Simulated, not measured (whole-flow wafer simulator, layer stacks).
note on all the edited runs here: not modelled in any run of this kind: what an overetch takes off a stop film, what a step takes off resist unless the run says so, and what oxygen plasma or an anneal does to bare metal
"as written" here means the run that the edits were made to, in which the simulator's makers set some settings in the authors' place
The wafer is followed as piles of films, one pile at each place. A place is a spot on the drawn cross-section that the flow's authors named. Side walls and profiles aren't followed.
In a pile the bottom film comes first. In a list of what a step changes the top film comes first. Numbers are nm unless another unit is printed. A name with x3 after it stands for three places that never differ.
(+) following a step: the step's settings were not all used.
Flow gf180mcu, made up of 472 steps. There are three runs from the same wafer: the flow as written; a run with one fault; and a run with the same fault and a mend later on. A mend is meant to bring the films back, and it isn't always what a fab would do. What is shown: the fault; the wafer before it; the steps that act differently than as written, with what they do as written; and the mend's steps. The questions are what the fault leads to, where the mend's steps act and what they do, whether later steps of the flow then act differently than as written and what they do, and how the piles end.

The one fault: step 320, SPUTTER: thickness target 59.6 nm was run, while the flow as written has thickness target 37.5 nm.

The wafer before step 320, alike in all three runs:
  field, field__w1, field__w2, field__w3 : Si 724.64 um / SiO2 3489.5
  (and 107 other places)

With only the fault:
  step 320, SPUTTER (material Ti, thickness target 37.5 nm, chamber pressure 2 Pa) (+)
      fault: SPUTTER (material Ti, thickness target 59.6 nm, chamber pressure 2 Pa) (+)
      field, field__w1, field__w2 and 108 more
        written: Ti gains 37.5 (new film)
        fault: Ti gains 59.6 (new film)
  Steps further on in the flow that do not act as written:
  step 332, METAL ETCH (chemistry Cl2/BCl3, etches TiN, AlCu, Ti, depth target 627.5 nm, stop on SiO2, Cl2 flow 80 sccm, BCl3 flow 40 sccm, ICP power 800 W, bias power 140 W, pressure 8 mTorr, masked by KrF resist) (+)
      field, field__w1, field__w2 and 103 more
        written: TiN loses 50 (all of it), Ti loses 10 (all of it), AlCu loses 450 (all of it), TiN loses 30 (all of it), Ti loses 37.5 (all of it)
        fault: TiN loses 50 (all of it), Ti loses 10 (all of it), AlCu loses 450 (all of it), TiN loses 30 (all of it), Ti loses 59.6 (all of it)
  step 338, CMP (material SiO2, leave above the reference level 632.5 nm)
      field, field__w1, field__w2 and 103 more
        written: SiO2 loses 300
        fault: SiO2 loses 277.9
  At field__w8, contact, m1, m1__w1, m1_nw, the piles at the end differ from the flow's by more than 2% or 0.5 nm, whichever is larger.
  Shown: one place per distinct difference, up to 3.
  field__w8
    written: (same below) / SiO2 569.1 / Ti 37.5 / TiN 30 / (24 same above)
    fault: (same below) / SiO2 569.1 / Ti 59.6 / TiN 30 / (24 same above)
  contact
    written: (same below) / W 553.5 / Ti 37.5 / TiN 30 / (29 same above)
    fault: (same below) / W 553.5 / Ti 59.6 / TiN 30 / (29 same above)

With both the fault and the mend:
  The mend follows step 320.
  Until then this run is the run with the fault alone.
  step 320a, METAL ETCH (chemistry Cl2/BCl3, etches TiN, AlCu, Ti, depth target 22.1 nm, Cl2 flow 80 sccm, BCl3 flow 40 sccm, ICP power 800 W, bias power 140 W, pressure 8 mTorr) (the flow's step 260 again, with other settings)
      field, field__w1, field__w2 and 108 more
        Ti loses 22.1
  Every later step of the flow that is run acts as written at every place that is followed.
  The piles end the same as the flow's at every place that both follow.
